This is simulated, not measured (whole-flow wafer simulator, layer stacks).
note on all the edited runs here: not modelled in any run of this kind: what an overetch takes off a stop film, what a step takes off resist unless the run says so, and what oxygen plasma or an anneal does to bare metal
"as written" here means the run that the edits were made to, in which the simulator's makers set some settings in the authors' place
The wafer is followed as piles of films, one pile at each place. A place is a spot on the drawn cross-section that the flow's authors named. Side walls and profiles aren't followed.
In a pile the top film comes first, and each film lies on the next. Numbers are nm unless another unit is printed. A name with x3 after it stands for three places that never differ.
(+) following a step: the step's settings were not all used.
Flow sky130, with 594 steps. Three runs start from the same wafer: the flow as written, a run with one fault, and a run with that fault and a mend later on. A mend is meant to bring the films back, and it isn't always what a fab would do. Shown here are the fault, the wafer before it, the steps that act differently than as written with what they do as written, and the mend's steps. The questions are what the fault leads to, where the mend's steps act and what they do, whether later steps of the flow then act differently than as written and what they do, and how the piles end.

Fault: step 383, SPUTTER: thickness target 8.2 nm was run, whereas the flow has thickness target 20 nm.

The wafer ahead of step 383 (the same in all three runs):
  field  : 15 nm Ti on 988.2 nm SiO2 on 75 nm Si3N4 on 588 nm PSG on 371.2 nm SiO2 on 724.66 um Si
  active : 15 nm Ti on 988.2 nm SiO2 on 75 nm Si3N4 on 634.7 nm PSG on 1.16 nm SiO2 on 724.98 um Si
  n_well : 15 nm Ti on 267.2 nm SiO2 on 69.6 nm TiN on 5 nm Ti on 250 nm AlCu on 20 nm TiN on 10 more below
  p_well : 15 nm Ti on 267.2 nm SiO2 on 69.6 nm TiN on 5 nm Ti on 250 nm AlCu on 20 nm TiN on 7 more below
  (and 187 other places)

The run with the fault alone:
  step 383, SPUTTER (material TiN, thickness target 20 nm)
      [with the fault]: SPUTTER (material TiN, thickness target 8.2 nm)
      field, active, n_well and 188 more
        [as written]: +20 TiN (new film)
        [with the fault]: +8.2 TiN (new film)
  Later steps of the flow acting differently than as written (14 other steps are not shown; they differ only slightly, by no more than 2% or 0.5 nm, whichever is larger):
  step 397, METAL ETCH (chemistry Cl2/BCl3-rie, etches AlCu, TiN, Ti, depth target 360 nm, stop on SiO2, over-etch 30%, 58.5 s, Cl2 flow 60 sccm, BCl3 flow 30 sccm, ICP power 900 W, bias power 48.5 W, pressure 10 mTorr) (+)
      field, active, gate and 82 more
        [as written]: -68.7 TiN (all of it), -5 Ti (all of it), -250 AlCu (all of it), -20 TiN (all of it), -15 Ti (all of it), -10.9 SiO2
        [with the fault]: -68.7 TiN (all of it), -5 Ti (all of it), -250 AlCu (all of it), -8.2 TiN (all of it), -15 Ti (all of it), -12.1 SiO2
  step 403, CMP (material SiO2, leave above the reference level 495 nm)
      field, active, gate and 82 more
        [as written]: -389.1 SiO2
        [with the fault]: -399.7 SiO2
  By the end, the piles at n_well, p_well, gate_hv and 103 more depart from the flow's by more than 2% or 0.5 nm, whichever is larger.
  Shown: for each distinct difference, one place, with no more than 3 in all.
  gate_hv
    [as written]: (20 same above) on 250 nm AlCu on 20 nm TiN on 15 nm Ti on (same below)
    [with the fault]: (20 same above) on 250 nm AlCu on 8.2 nm TiN on 15 nm Ti on (same below)
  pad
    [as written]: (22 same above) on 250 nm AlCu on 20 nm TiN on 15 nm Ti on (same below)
    [with the fault]: (22 same above) on 250 nm AlCu on 8.2 nm TiN on 15 nm Ti on (same below)
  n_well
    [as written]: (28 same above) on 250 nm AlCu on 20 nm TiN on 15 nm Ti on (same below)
    [with the fault]: (28 same above) on 250 nm AlCu on 8.2 nm TiN on 15 nm Ti on (same below)

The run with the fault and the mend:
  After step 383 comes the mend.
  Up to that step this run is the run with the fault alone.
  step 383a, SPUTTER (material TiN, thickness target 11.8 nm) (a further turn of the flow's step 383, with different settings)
      field, active, n_well and 188 more
        +11.8 TiN
  Every later step of the flow that is run acts as written at every place that is followed.
  At every place that both follow, the piles at the end match the flow's.
